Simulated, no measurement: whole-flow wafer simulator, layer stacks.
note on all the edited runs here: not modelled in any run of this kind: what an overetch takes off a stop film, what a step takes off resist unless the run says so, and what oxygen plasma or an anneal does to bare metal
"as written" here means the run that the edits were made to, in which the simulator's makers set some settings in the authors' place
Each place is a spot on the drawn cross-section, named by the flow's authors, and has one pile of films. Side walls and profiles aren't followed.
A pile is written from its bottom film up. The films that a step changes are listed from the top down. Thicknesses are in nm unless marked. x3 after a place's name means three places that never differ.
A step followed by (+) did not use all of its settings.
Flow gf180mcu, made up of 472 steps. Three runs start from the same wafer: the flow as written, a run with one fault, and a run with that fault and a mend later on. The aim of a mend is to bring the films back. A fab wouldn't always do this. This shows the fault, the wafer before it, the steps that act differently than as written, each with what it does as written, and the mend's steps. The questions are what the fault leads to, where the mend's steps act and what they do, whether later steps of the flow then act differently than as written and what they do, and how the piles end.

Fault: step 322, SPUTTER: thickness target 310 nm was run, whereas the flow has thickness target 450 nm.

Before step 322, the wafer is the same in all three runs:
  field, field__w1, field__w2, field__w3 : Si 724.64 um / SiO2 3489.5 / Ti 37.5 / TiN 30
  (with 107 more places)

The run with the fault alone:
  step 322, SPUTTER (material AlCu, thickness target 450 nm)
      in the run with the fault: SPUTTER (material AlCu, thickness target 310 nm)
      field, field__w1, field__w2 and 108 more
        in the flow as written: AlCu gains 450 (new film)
        in the run with the fault: AlCu gains 310 (new film)
  Steps later in the flow that act otherwise than as written:
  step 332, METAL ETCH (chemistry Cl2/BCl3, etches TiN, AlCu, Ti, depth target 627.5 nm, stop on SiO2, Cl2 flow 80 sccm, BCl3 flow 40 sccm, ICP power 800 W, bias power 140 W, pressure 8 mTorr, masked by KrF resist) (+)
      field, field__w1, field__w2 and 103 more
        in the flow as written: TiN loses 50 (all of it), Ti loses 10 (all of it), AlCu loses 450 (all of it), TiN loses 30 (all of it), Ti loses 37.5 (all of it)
        in the run with the fault: TiN loses 50 (all of it), Ti loses 10 (all of it), AlCu loses 310 (all of it), TiN loses 30 (all of it), Ti loses 37.5 (all of it)
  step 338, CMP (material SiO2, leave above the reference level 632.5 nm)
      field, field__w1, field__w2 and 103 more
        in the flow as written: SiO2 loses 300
        in the run with the fault: SiO2 loses 440
  The piles end different from the flow's at field__w4, field__w8, contact and 9 more by more than 2% or 0.5 nm, whichever is larger.
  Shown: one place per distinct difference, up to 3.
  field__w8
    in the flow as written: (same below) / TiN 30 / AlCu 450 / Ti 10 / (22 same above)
    in the run with the fault: (same below) / TiN 30 / AlCu 310 / Ti 10 / (22 same above)
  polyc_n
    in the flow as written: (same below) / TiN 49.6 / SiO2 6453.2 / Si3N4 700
    in the run with the fault: (same below) / TiN 49.6 / SiO2 6313.2 / Si3N4 700
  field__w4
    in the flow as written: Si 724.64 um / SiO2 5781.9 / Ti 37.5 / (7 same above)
    in the run with the fault: Si 724.64 um / SiO2 5641.9 / Ti 37.5 / (7 same above)

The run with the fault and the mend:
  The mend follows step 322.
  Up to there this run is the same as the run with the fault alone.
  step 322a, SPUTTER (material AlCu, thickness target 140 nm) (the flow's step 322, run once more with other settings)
      field, field__w1, field__w2 and 108 more
        AlCu gains 140
  Later steps of the flow that are run all act as written at every place that is followed.
  At every place that both follow, the piles at the end match the flow's.
